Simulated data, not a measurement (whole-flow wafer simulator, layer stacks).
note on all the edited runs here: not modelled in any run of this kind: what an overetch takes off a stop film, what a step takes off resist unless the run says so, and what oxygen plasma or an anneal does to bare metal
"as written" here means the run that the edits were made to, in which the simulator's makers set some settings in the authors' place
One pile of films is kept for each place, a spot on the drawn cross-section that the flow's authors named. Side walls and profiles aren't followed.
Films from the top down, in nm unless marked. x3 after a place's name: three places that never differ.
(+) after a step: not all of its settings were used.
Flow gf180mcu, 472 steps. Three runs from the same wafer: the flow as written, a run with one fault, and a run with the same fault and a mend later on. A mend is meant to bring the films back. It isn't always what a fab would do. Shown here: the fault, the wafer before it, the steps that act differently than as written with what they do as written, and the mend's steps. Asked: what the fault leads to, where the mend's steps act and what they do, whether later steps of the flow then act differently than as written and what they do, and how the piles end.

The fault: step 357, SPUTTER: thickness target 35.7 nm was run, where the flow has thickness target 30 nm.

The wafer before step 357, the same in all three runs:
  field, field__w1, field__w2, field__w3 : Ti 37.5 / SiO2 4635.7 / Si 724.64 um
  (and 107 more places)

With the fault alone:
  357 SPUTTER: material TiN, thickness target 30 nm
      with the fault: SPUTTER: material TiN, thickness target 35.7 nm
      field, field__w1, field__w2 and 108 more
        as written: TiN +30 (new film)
        with the fault: TiN +35.7 (new film)
  Later steps of the flow that act differently than as written (1 more step differs only slightly, by at most 2% or 0.5 nm, whichever is larger, and isn't shown):
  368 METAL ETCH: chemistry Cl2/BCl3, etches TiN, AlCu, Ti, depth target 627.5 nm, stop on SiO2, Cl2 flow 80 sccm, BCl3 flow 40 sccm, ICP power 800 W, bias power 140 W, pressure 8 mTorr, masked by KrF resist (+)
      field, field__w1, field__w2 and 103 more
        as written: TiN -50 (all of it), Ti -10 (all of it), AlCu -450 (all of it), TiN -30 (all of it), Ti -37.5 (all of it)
        with the fault: TiN -50 (all of it), Ti -10 (all of it), AlCu -450 (all of it), TiN -35.7 (all of it), Ti -37.5 (all of it)
  At the end the piles differ from the flow's by more than 2% or 0.5 nm, whichever is larger, at field__w8, contact, m1, m1__w1, m1_nw.
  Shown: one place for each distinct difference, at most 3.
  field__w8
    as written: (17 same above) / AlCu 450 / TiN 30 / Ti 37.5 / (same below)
    with the fault: (17 same above) / AlCu 450 / TiN 35.7 / Ti 37.5 / (same below)
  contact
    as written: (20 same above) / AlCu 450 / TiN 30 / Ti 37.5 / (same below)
    with the fault: (20 same above) / AlCu 450 / TiN 35.7 / Ti 37.5 / (same below)

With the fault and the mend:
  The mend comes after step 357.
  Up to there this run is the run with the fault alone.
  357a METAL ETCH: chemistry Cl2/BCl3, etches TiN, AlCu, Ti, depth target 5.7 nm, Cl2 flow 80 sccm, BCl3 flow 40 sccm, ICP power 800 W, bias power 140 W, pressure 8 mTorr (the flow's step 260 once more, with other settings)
      field, field__w1, field__w2 and 108 more
        TiN -5.7
  No later step of the flow acts differently than as written at any place that is followed.
  At the end the piles are the same as the flow's at every place that both follow.
